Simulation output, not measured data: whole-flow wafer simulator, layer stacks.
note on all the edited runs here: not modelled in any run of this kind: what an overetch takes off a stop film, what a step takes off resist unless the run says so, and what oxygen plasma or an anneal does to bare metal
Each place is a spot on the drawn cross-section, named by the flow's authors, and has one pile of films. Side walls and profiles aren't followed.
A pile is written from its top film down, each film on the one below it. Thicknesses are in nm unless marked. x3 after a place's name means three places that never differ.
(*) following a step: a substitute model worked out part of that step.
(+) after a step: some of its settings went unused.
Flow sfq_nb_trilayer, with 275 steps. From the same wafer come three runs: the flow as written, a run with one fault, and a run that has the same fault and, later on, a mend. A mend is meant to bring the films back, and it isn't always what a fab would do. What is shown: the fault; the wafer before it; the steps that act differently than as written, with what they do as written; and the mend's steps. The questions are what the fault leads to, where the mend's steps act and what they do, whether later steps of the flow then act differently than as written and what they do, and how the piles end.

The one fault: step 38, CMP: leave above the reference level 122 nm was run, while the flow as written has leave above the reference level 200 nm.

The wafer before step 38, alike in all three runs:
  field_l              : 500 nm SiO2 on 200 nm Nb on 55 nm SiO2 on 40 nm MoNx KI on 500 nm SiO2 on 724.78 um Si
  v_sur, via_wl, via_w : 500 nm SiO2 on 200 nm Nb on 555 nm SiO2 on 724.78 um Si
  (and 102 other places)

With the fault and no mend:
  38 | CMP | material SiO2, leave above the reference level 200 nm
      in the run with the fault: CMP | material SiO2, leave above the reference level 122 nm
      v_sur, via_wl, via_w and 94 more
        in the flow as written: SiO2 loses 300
        in the run with the fault: SiO2 loses 378
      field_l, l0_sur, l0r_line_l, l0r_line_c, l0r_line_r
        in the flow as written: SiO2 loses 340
        in the run with the fault: SiO2 loses 418
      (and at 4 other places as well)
  Steps further on in the flow that do not act as written (3 other steps are not shown; they differ only slightly, by no more than 2% or 0.5 nm, whichever is larger):
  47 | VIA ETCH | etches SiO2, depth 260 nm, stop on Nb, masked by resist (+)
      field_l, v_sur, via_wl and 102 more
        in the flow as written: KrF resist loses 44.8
        in the run with the fault: KrF resist loses 31.5
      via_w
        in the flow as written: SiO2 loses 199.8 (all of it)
        in the run with the fault: SiO2 loses 121.8 (all of it)
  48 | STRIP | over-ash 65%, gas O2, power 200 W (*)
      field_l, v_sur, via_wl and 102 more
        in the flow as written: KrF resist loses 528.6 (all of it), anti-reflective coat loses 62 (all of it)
        in the run with the fault: KrF resist loses 541.9 (all of it), anti-reflective coat loses 62 (all of it)
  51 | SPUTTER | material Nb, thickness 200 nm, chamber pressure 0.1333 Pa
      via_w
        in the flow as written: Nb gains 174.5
        in the run with the fault: Nb gains 190.2
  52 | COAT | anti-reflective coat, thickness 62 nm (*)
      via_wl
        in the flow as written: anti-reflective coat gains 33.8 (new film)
        in the run with the fault: anti-reflective coat gains 38.2 (new film)
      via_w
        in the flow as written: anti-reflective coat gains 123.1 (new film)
        in the run with the fault: anti-reflective coat gains 105.4 (new film)
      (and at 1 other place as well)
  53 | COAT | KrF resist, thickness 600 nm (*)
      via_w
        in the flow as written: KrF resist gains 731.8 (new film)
        in the run with the fault: KrF resist gains 668.5 (new film)
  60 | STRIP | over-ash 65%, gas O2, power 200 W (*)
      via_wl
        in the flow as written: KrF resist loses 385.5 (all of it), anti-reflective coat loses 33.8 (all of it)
        in the run with the fault: KrF resist loses 391 (all of it), anti-reflective coat loses 38.2 (all of it)
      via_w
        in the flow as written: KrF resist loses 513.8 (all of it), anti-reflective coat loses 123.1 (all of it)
        in the run with the fault: KrF resist loses 450.8 (all of it), anti-reflective coat loses 105.4 (all of it)
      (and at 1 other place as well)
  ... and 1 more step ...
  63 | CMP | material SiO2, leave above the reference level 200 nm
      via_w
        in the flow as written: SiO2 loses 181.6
        in the run with the fault: SiO2 loses 169.2
  At field_l, v_sur, via_wl and 103 more, the piles at the end differ from the flow's by more than 2% or 0.5 nm, whichever is larger.
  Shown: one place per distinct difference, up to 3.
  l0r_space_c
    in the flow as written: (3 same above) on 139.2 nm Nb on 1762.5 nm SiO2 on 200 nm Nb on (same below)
    in the run with the fault: (3 same above) on 139.2 nm Nb on 1684.5 nm SiO2 on 200 nm Nb on (same below)
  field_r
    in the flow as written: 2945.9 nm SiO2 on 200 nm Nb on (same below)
    in the run with the fault: 2867.9 nm SiO2 on 200 nm Nb on (same below)
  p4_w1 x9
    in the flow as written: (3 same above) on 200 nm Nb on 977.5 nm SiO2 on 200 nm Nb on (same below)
    in the run with the fault: (3 same above) on 200 nm Nb on 899.5 nm SiO2 on 200 nm Nb on (same below)

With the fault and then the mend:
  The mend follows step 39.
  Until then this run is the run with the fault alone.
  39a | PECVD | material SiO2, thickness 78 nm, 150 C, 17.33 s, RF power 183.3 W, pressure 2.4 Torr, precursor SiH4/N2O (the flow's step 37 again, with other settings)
      field_l, v_sur, via_wl and 103 more
        SiO2 gains 78
  None of the later steps of the flow acts differently than as written at any place that is followed.
  By the end, the piles equal the flow's at every place that both follow.
